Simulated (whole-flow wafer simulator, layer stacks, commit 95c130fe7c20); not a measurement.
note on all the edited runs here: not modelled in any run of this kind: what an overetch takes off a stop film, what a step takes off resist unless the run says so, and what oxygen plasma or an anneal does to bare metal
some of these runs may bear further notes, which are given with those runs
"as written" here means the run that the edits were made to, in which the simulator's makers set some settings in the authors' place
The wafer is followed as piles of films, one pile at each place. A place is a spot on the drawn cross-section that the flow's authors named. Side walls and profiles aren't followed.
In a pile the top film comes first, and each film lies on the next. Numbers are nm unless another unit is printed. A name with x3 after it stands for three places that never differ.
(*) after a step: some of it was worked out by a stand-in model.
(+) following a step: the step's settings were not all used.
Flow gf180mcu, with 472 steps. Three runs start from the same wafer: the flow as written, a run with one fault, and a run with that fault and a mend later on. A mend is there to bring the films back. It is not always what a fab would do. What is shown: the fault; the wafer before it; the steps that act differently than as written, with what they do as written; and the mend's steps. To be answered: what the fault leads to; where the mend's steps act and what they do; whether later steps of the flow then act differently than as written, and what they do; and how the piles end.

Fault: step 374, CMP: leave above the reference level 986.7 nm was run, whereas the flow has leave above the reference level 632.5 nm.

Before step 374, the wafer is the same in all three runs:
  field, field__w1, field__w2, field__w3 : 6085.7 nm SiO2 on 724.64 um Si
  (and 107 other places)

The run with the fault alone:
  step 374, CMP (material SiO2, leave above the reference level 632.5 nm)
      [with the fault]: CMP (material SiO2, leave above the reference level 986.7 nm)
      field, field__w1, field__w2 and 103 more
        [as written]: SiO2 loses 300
        [with the fault]: nothing
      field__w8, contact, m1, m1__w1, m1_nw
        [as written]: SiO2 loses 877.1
        [with the fault]: SiO2 loses 522.9
  Later steps of the flow acting differently than as written (8 other steps are not shown; they differ only slightly, by no more than 2% or 0.5 nm, whichever is larger):
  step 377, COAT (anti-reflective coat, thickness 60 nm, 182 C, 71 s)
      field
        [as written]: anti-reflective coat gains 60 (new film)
        [with the fault]: anti-reflective coat gains 81.7 (new film)
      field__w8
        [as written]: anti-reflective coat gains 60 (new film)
        [with the fault]: anti-reflective coat gains 30.4 (new film)
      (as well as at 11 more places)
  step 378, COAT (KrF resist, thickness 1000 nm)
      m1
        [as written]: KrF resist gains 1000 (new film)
        [with the fault]: KrF resist gains 979.3 (new film)
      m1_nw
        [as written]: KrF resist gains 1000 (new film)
        [with the fault]: KrF resist gains 977.5 (new film)
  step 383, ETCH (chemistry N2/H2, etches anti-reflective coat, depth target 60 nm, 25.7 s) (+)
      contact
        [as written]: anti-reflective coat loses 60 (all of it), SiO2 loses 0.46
        [with the fault]: anti-reflective coat loses 33.2 (all of it), SiO2 loses 1.15
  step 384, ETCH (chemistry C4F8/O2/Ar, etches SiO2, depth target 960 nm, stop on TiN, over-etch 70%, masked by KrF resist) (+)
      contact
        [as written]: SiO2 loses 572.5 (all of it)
        [with the fault]: SiO2 loses 926 (all of it)
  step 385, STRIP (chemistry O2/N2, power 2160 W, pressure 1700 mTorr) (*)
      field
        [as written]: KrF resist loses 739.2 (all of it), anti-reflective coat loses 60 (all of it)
        [with the fault]: KrF resist loses 728.9 (all of it), anti-reflective coat loses 81.7 (all of it)
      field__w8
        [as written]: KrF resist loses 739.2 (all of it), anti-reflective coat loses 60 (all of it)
        [with the fault]: KrF resist loses 733.5 (all of it), anti-reflective coat loses 30.4 (all of it)
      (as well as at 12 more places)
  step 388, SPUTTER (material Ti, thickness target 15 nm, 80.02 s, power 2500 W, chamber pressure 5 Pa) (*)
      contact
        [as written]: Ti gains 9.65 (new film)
        [with the fault]: Ti gains 8.11 (new film)
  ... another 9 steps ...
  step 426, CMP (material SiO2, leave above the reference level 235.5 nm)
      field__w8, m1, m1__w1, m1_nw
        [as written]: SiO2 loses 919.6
        [with the fault]: SiO2 loses 971.8
  At field, field__w1, field__w2 and 109 more, the piles at the end differ from the flow's by more than 2% or 0.5 nm, whichever is larger.
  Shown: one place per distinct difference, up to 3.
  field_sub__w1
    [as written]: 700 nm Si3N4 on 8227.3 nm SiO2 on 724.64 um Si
    [with the fault]: 700 nm Si3N4 on 8527.2 nm SiO2 on 724.64 um Si
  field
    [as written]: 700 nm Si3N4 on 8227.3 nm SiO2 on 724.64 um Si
    [with the fault]: 700 nm Si3N4 on 8527.3 nm SiO2 on 724.64 um Si
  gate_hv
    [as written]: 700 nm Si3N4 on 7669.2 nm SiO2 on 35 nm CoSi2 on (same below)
    [with the fault]: 700 nm Si3N4 on 7969.1 nm SiO2 on 35 nm CoSi2 on (same below)

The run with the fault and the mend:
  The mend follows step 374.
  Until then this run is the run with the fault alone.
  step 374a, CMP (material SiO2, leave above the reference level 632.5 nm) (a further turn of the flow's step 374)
      field, field__w1, field__w2 and 103 more
        SiO2 loses 300
      field__w8, contact, m1, m1__w1, m1_nw
        SiO2 loses 354.2
  Every later step of the flow that is run acts as written at every place that is followed.
  At every place that both follow, the piles at the end match the flow's.
